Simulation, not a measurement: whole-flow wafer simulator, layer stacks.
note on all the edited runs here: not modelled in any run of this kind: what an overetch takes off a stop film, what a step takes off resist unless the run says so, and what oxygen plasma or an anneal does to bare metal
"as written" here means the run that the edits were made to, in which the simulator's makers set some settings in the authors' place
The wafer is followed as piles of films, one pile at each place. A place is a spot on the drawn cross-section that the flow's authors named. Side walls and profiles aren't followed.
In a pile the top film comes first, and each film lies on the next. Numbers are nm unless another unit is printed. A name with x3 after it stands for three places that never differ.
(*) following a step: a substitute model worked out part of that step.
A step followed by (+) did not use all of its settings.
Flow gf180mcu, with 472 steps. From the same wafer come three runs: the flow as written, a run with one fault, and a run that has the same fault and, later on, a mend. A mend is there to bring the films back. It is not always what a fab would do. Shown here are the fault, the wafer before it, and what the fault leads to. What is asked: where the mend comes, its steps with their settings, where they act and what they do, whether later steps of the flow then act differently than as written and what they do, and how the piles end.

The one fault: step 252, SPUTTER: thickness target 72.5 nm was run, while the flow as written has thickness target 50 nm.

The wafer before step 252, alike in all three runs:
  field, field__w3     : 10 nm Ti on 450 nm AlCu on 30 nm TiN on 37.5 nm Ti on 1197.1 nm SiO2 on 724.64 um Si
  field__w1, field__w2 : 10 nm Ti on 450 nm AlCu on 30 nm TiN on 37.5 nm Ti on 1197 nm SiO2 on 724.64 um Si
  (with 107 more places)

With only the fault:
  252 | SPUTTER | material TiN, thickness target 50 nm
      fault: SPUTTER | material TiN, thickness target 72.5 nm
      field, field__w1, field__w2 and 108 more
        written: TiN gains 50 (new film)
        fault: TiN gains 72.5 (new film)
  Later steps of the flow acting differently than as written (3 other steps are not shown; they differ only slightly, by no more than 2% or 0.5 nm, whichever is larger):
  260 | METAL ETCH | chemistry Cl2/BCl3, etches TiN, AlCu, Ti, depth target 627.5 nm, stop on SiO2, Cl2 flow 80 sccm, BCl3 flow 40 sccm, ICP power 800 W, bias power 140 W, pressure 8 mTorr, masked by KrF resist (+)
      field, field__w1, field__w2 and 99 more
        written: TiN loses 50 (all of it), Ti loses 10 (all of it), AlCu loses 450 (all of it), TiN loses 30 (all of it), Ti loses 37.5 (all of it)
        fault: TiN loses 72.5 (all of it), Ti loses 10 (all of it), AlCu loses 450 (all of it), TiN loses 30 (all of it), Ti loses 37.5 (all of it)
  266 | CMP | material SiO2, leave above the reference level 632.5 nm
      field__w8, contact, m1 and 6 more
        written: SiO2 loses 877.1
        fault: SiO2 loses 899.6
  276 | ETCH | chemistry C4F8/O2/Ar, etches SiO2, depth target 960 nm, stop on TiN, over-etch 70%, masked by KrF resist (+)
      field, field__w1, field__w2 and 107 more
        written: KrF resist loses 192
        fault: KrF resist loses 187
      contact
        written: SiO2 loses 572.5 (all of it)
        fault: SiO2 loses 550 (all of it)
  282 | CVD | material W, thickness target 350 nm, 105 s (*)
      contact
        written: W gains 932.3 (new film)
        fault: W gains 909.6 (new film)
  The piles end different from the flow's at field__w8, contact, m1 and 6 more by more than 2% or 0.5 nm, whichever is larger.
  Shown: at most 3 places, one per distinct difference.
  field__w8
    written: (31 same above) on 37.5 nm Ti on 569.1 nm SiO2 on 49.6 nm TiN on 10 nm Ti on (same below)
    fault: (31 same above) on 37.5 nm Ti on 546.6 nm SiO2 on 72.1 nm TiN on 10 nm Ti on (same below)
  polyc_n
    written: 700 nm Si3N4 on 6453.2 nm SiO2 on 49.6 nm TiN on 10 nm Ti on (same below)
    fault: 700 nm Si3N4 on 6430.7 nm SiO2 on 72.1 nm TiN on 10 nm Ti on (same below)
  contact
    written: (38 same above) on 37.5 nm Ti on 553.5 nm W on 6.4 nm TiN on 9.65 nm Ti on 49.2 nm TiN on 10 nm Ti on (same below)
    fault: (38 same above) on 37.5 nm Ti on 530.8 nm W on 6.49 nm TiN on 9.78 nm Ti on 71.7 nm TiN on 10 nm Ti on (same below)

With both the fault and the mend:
  The mend stands after step 259.
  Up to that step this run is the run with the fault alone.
  260 | METAL ETCH | chemistry Cl2/BCl3, etches TiN, AlCu, Ti, depth target 650 nm, stop on SiO2, Cl2 flow 80 sccm, BCl3 flow 40 sccm, ICP power 800 W, bias power 140 W, pressure 8 mTorr, masked by KrF resist (+) (the flow's step 260; as written it has depth target 627.5 nm)
      field, field__w1, field__w2 and 99 more
        TiN loses 72.5 (all of it), Ti loses 10 (all of it), AlCu loses 450 (all of it), TiN loses 30 (all of it), Ti loses 37.5 (all of it)
      field__w8, contact, m1 and 6 more
        KrF resist loses 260
  Later steps of the flow acting differently than as written (4 other steps are not shown; they differ only slightly, by no more than 2% or 0.5 nm, whichever is larger):
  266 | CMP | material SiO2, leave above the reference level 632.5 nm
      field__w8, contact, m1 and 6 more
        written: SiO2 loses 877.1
        mend: SiO2 loses 899.6
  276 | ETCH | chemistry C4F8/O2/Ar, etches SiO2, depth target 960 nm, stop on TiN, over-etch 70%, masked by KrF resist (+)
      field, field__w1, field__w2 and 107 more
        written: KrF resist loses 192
        mend: KrF resist loses 187
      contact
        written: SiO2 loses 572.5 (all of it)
        mend: SiO2 loses 550 (all of it)
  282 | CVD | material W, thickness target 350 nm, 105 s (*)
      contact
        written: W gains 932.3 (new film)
        mend: W gains 909.6 (new film)
  The piles end different from the flow's at field__w8, contact, m1 and 6 more by more than 2% or 0.5 nm, whichever is larger.
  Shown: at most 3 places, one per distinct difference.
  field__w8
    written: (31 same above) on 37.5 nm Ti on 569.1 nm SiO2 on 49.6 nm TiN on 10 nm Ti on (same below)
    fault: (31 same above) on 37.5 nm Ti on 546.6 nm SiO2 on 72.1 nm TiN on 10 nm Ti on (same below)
    mend: (31 same above) on 37.5 nm Ti on 546.6 nm SiO2 on 72.1 nm TiN on 10 nm Ti on (same below)
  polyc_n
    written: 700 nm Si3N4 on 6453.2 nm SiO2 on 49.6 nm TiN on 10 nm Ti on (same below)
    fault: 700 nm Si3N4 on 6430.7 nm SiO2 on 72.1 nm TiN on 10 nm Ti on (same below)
    mend: 700 nm Si3N4 on 6430.7 nm SiO2 on 72.1 nm TiN on 10 nm Ti on (same below)
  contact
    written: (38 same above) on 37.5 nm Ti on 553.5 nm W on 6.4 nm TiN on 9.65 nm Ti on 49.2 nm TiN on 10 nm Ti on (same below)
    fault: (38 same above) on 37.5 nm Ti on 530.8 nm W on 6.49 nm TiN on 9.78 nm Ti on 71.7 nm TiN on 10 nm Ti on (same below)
    mend: (38 same above) on 37.5 nm Ti on 530.8 nm W on 6.49 nm TiN on 9.78 nm Ti on 71.7 nm TiN on 10 nm Ti on (same below)
